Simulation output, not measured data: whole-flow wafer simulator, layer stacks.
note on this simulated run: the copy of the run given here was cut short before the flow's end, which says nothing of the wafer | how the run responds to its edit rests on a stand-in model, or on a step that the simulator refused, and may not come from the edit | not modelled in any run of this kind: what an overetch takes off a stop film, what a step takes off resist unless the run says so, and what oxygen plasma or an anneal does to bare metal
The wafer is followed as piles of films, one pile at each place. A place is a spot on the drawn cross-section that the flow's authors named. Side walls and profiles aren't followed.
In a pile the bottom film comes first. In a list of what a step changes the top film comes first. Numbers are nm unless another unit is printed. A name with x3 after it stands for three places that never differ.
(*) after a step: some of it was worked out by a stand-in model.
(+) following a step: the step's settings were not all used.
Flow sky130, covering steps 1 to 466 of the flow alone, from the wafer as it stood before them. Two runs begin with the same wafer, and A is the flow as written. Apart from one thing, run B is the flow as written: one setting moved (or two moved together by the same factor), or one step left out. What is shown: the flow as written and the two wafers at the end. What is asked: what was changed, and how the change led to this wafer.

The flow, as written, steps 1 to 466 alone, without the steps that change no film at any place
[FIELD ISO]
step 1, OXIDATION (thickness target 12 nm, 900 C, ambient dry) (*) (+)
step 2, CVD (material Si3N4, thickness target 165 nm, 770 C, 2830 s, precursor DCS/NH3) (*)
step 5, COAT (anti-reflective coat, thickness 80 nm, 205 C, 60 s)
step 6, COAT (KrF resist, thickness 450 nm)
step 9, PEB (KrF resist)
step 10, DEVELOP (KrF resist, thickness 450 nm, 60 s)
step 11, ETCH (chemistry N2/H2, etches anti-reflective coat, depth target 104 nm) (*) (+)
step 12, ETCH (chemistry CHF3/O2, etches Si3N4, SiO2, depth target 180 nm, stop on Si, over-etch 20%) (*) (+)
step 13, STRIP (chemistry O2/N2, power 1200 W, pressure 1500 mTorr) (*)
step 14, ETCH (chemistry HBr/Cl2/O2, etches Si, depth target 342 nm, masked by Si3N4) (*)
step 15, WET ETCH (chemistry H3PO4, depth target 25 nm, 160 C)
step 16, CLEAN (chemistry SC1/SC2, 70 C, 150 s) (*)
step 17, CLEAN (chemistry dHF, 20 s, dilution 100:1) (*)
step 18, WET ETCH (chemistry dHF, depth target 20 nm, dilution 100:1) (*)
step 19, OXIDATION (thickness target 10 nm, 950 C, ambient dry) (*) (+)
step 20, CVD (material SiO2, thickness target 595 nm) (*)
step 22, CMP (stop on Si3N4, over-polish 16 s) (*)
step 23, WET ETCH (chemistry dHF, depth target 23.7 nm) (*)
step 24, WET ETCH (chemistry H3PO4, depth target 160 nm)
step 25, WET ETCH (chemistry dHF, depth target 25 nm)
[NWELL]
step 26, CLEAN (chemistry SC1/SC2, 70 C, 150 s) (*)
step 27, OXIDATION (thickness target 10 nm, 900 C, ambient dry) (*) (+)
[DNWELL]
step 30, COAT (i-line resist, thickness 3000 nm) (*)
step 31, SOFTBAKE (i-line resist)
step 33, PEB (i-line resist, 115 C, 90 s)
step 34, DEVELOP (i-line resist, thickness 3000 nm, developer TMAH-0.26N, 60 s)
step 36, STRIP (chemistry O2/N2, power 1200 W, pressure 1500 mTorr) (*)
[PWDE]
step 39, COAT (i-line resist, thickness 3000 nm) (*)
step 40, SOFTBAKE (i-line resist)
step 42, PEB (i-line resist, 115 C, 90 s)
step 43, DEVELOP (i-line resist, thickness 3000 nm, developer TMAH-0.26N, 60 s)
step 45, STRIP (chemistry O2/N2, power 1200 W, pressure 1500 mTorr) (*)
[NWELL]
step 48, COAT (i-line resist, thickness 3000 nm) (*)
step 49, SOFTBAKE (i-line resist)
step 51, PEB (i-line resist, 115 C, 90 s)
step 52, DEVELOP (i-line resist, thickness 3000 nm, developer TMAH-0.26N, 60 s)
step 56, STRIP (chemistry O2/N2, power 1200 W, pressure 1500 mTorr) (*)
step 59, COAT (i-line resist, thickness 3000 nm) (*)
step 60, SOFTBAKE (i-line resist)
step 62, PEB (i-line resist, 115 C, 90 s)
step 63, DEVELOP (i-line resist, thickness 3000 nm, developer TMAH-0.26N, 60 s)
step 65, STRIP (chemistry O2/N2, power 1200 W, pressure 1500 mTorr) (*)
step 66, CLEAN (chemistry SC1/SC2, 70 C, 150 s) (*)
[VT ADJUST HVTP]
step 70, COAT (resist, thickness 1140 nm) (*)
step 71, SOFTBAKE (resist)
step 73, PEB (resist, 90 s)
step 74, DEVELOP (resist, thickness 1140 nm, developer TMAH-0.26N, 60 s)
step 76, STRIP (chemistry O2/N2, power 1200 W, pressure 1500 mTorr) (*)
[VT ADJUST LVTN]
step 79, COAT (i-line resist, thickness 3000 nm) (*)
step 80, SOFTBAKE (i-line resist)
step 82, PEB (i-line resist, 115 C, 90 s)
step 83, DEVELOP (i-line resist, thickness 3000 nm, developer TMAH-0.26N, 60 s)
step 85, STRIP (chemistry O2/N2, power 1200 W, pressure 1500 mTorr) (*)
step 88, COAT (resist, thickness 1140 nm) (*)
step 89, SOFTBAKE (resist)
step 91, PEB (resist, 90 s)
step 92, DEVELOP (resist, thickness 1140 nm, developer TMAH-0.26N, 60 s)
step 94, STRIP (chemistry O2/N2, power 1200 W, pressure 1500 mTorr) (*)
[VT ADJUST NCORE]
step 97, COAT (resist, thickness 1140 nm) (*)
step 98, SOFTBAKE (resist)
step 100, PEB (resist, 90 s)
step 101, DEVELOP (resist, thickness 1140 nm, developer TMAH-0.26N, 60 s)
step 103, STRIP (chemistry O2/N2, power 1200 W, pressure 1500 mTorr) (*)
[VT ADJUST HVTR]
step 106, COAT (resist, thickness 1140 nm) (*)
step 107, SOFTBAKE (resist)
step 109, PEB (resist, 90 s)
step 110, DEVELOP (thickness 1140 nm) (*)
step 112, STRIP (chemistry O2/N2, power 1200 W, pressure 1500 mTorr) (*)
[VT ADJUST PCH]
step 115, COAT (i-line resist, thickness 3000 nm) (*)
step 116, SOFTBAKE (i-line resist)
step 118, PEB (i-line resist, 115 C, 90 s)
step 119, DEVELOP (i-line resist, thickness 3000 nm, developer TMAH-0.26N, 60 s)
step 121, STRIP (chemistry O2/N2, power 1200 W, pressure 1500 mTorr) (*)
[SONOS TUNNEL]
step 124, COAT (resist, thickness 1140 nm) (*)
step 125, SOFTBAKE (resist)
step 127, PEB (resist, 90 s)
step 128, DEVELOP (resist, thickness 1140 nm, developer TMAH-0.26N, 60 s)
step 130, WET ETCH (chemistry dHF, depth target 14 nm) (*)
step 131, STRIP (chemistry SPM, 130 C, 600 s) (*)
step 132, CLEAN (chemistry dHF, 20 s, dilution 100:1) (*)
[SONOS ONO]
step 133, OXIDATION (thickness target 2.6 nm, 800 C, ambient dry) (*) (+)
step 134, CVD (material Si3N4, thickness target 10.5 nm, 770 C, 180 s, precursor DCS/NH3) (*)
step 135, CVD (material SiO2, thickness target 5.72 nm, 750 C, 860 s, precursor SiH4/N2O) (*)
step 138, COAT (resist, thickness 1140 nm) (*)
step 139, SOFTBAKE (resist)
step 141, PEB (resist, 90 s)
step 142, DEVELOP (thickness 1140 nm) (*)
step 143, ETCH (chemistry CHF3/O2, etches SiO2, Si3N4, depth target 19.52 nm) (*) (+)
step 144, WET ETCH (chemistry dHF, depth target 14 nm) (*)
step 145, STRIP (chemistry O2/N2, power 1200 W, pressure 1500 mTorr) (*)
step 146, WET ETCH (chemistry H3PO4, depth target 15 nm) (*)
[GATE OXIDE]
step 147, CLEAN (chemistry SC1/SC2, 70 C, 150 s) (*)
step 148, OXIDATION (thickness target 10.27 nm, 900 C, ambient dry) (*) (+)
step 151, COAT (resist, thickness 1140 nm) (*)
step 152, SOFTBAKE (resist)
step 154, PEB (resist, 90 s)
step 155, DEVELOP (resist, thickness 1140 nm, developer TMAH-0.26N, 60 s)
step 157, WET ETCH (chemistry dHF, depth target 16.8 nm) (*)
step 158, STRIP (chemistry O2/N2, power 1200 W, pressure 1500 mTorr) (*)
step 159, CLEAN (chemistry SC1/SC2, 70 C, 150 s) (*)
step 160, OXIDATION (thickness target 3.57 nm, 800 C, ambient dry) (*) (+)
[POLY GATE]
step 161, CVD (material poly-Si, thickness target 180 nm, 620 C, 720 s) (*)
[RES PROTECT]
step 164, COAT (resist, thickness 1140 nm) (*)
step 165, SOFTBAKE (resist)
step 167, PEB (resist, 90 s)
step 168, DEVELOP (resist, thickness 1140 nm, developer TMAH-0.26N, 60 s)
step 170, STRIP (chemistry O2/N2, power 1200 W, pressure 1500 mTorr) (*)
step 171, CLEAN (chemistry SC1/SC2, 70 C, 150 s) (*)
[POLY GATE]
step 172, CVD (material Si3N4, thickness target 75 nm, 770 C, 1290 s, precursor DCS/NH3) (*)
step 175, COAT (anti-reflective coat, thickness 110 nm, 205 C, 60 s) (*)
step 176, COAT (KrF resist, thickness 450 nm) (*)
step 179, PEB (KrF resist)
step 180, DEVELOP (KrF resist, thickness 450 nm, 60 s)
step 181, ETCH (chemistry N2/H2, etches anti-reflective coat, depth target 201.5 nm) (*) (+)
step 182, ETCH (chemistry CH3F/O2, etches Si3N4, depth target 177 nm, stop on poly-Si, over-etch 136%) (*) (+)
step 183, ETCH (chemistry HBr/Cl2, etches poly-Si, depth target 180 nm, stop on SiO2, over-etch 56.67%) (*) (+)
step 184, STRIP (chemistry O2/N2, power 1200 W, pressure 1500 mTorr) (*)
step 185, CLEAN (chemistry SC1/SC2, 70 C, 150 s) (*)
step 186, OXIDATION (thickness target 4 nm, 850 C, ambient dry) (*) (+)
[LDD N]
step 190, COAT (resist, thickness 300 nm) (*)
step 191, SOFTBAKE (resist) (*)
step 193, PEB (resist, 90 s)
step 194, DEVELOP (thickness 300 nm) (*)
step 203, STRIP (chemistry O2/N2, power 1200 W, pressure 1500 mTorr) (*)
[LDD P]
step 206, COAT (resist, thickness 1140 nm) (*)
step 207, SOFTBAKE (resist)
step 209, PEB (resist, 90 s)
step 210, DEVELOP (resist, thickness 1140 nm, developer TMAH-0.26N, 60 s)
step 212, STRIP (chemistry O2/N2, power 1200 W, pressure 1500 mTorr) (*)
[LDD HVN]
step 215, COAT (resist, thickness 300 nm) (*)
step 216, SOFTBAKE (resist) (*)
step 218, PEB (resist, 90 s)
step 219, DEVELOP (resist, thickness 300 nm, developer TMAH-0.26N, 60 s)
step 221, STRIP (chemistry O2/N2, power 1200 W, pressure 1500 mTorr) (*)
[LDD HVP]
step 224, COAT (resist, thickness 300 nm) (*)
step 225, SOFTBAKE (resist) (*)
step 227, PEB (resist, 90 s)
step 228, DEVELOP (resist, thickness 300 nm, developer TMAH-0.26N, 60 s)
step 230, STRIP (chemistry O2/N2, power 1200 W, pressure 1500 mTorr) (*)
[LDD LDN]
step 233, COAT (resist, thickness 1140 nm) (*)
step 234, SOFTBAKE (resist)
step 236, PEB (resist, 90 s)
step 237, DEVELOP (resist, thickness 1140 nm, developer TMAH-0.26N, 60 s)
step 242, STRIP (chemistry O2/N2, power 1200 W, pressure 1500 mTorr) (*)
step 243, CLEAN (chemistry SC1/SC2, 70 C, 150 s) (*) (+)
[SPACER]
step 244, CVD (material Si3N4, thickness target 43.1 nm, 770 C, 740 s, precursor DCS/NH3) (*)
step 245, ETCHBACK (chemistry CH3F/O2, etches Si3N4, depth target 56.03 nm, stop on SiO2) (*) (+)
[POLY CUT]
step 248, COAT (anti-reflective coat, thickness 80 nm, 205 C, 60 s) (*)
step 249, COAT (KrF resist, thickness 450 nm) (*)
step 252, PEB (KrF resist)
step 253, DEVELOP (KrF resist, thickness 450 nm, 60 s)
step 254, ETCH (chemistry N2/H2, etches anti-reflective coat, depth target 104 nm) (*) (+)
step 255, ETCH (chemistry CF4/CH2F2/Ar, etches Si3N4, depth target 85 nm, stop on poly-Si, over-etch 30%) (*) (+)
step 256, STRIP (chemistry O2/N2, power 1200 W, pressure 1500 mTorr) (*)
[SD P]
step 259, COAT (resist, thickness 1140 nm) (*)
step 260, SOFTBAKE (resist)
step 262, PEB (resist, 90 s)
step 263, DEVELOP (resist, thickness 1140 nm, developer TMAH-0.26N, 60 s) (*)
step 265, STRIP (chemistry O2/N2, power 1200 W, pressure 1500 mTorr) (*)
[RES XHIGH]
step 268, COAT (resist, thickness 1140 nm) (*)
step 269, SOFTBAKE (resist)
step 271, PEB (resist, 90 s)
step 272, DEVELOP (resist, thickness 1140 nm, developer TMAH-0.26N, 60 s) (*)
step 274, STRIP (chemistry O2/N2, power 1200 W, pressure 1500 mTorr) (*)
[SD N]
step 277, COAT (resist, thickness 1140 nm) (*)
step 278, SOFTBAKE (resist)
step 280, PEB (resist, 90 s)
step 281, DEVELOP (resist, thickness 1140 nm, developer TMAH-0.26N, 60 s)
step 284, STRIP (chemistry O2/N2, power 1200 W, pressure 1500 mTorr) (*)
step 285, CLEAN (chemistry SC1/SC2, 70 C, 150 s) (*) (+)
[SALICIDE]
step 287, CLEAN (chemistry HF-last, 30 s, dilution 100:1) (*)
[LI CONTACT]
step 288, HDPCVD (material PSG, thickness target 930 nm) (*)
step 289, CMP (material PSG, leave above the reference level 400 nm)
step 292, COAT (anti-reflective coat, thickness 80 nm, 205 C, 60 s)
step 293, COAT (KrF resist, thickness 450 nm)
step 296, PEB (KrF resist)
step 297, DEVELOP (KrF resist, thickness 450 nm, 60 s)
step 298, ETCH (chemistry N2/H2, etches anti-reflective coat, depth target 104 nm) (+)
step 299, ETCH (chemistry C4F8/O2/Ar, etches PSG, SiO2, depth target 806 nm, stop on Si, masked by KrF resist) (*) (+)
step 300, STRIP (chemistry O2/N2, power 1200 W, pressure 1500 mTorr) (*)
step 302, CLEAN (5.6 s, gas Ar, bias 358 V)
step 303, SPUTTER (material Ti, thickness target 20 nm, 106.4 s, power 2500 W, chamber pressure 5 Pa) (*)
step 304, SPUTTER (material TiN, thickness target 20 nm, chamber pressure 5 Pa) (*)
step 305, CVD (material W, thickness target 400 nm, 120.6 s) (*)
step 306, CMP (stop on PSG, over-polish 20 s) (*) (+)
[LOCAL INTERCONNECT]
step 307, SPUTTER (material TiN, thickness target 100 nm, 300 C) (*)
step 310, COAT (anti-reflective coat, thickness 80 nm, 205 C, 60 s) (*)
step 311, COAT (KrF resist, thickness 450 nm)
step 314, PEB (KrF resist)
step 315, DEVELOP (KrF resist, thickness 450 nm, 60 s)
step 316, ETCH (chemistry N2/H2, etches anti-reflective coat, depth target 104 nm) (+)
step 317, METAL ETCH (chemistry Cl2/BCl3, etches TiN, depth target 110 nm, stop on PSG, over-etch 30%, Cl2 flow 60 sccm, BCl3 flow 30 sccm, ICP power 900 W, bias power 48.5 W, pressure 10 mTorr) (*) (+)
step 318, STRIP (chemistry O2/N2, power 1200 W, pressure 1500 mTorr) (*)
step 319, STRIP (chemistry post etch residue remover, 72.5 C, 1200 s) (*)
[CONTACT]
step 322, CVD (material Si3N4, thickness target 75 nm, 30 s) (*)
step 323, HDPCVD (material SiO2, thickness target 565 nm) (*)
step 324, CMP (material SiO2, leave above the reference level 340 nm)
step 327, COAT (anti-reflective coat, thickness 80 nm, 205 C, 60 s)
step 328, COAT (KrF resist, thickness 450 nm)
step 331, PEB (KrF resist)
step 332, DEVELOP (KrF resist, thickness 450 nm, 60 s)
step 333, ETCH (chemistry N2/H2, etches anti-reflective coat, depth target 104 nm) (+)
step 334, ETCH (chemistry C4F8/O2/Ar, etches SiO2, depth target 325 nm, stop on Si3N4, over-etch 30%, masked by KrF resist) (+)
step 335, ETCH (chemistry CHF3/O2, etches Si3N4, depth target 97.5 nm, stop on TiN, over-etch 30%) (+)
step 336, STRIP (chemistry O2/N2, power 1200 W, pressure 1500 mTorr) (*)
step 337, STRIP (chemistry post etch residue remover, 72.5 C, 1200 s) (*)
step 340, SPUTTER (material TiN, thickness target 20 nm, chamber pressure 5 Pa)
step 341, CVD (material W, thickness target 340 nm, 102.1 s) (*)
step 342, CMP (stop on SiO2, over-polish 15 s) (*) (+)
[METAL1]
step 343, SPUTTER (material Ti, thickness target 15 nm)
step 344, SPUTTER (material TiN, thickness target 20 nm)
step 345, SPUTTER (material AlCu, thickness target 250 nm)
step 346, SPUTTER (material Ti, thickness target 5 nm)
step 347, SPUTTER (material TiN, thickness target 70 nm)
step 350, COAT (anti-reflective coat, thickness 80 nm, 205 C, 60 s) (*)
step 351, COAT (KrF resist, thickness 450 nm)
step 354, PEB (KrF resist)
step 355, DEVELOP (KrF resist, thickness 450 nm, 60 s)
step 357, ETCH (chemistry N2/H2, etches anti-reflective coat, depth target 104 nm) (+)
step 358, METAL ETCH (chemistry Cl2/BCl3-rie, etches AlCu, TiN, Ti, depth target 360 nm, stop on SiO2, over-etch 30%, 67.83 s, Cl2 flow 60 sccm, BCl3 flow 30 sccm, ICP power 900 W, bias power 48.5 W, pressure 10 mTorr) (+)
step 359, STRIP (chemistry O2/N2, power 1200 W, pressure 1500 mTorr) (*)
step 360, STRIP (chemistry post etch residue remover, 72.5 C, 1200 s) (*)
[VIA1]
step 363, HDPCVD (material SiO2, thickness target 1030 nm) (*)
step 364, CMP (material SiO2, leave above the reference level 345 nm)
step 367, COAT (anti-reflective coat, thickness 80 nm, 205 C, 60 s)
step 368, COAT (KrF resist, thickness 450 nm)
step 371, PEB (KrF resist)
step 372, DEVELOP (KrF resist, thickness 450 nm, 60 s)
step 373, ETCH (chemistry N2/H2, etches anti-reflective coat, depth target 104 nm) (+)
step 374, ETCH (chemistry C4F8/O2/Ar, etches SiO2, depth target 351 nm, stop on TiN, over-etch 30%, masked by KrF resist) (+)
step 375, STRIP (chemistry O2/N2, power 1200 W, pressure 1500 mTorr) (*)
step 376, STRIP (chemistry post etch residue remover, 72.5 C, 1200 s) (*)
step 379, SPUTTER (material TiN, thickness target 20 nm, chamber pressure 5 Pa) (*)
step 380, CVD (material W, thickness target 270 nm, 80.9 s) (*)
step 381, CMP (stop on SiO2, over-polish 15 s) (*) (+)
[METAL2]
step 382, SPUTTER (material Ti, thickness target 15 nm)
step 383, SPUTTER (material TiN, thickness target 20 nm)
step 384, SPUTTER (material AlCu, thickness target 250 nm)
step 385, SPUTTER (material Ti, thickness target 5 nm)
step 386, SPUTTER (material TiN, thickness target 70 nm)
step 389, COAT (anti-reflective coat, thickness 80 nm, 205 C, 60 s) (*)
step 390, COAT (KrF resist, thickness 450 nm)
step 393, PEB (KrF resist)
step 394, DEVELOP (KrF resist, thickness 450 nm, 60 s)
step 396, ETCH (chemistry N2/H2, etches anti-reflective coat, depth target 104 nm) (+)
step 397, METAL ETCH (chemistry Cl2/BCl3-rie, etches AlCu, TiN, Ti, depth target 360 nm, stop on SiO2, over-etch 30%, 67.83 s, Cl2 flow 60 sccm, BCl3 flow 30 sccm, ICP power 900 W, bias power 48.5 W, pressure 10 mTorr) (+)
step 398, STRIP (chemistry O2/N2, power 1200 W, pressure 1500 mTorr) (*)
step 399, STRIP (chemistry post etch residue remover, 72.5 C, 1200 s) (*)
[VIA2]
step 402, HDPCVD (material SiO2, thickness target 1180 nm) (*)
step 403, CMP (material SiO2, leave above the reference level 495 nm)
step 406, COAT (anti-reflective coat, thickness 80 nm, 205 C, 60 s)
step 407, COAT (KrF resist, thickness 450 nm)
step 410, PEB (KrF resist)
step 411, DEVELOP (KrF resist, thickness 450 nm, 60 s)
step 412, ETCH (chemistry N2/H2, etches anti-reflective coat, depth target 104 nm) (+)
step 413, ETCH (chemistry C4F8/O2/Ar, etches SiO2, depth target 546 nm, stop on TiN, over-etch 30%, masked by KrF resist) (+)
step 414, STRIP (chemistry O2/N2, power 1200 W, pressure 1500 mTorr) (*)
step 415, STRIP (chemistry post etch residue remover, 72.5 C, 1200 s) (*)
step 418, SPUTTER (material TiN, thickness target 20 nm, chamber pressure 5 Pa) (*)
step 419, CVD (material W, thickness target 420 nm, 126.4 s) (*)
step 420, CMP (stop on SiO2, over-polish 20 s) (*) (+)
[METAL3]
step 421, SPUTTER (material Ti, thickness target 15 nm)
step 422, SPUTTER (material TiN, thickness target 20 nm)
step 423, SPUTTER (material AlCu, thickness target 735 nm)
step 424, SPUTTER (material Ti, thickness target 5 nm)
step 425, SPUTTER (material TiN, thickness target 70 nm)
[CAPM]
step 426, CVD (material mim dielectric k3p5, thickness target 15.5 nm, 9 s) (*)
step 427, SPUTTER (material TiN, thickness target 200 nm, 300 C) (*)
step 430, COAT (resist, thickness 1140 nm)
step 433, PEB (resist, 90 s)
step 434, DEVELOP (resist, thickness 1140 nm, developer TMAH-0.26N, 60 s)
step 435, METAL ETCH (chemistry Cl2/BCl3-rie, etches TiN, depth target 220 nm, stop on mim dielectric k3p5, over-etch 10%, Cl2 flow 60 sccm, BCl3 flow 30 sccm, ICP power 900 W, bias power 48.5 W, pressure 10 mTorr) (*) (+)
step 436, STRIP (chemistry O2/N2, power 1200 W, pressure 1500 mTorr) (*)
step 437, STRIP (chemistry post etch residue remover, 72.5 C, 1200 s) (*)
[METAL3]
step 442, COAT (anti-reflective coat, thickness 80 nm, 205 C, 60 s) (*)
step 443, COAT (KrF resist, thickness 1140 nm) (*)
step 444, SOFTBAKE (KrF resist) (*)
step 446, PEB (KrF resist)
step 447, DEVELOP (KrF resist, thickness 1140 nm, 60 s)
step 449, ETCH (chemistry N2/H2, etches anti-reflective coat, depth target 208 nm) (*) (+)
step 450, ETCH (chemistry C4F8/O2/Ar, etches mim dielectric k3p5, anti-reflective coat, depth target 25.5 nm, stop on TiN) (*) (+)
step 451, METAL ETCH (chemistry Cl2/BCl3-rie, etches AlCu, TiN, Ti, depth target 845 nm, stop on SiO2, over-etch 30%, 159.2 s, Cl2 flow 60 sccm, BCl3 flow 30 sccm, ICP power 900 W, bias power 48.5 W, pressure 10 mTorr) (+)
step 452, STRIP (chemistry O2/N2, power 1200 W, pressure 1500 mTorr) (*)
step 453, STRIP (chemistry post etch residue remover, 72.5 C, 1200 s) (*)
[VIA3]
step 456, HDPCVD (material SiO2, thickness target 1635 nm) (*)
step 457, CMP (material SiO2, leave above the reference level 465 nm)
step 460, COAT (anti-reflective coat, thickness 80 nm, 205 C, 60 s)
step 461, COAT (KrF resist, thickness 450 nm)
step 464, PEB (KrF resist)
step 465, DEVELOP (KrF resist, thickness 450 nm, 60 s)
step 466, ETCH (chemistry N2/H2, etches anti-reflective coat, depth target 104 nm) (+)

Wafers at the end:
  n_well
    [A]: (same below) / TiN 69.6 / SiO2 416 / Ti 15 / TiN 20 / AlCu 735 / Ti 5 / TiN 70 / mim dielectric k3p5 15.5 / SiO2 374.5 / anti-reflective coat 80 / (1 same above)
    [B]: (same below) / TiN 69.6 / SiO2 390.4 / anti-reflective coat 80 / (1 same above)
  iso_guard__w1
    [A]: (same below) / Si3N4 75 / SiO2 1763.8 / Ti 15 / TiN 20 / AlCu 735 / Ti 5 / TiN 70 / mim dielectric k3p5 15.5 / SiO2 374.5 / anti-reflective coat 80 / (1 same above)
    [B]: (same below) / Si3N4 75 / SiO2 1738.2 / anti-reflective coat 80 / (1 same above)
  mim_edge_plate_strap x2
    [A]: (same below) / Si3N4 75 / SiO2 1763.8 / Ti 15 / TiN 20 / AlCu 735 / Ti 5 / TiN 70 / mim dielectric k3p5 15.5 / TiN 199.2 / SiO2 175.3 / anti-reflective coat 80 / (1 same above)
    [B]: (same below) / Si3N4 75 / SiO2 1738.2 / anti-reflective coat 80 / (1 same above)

What caused this: step 423, SPUTTER: material AlCu, thickness target 735 nm, was omitted.

How this came from the change, step by step:
  step 451, METAL ETCH (chemistry Cl2/BCl3-rie, etches AlCu, TiN, Ti, depth target 845 nm, stop on SiO2, over-etch 30%, 159.2 s, Cl2 flow 60 sccm, BCl3 flow 30 sccm, ICP power 900 W, bias power 48.5 W, pressure 10 mTorr) (+)
      field, active, gate and 69 more: A -70 TiN (all of it), -5 Ti (all of it), -735 AlCu (all of it), -20 TiN (all of it), -15 Ti (all of it), -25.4 SiO2 | B -70 TiN (all of it), -5 Ti (all of it), -20 TiN (all of it), -15 Ti (all of it), -98.9 SiO2
      vpp_ln, vpp_iso2, ndiff_ln and 10 more: A -70 TiN (all of it), -5 Ti (all of it), -735 AlCu (all of it), -20 TiN (all of it), -15 Ti (all of it), -25.3 SiO2 | B -70 TiN (all of it), -5 Ti (all of it), -20 TiN (all of it), -15 Ti (all of it), -98.8 SiO2
  step 457, CMP (material SiO2, leave above the reference level 465 nm)
      n_well, p_well, gate_hv and 99 more: A -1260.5 SiO2 | B -1635 SiO2 (all of it), -15.5 mim dielectric k3p5 (all of it), -70 TiN (all of it), -5 Ti (all of it), -20 TiN (all of it), -15 Ti (all of it), -25.6 SiO2
      mim, mim_edge_plate_strap x2: A -1459.7 SiO2 | B -1635 SiO2 (all of it), -199.2 TiN (all of it), -15.5 mim dielectric k3p5 (all of it), -70 TiN (all of it), -5 Ti (all of it), -20 TiN (all of it), -15 Ti (all of it), -25.6 SiO2
      (and at 87 other places as well)
  step 466, ETCH (chemistry N2/H2, etches anti-reflective coat, depth target 104 nm) (+)
      m1: A -80 anti-reflective coat (all of it), -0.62 SiO2 | B -80 anti-reflective coat (all of it)
If metal films that touch count as one body, n_well has 3 bodies (between them, from the top down: SiO2 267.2; SiO2 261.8 / Si3N4 75); the flow as written gives 4 bodies (between them, from the top down: SiO2 416; SiO2 267.2; SiO2 261.8 / Si3N4 75).
If metal films that touch count as one body, iso_guard__w1 has 0 bodies; the flow as written gives 1 body.
If metal films that touch count as one body, mim_edge_plate_strap x2 has 0 bodies; the flow as written gives 2 bodies (between them, from the top down: mim dielectric k3p5 15.5).
